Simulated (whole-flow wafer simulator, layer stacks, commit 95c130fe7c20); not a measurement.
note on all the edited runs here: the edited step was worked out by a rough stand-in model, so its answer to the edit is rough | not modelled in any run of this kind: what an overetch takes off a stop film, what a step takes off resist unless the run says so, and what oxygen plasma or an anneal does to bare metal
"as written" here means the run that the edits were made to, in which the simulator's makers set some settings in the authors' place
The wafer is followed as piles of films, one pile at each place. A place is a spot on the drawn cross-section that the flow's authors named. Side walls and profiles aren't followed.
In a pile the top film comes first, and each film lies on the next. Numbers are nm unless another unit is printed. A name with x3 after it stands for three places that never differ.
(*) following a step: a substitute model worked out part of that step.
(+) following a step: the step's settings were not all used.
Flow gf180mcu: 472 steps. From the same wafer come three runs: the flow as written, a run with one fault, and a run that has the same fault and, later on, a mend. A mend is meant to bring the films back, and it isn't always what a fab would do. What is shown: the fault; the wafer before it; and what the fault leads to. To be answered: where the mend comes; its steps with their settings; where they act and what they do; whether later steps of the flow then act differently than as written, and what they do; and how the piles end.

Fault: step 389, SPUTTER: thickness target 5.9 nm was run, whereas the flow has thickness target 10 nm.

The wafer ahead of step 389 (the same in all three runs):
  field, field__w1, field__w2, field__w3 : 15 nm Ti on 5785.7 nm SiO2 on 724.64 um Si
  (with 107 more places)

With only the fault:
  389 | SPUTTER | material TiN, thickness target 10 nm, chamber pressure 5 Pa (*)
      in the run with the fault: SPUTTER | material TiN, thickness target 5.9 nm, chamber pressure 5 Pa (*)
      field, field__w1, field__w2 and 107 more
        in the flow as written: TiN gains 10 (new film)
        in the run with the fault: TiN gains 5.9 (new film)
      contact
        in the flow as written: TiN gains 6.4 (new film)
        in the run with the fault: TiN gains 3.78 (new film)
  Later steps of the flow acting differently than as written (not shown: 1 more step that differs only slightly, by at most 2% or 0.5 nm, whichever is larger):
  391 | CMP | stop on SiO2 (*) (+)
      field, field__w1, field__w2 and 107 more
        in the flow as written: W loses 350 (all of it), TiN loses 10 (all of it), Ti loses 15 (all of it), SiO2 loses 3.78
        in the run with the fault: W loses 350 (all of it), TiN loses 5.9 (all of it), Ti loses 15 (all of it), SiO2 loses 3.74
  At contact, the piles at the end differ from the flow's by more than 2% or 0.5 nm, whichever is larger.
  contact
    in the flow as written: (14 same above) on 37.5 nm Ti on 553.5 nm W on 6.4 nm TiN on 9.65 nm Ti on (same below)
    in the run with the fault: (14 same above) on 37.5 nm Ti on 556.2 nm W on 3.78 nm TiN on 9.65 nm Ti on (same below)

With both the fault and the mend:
  The mend follows step 389.
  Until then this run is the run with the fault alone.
  389a | SPUTTER | material TiN, thickness target 4.1 nm, chamber pressure 5 Pa (*) (the flow's step 389 again, with other settings)
      field, field__w1, field__w2 and 107 more
        TiN gains 4.1
      contact
        TiN gains 2.62
  Every later step of the flow that is run acts as written at every place that is followed.
  The piles end the same as the flow's at every place that both follow.
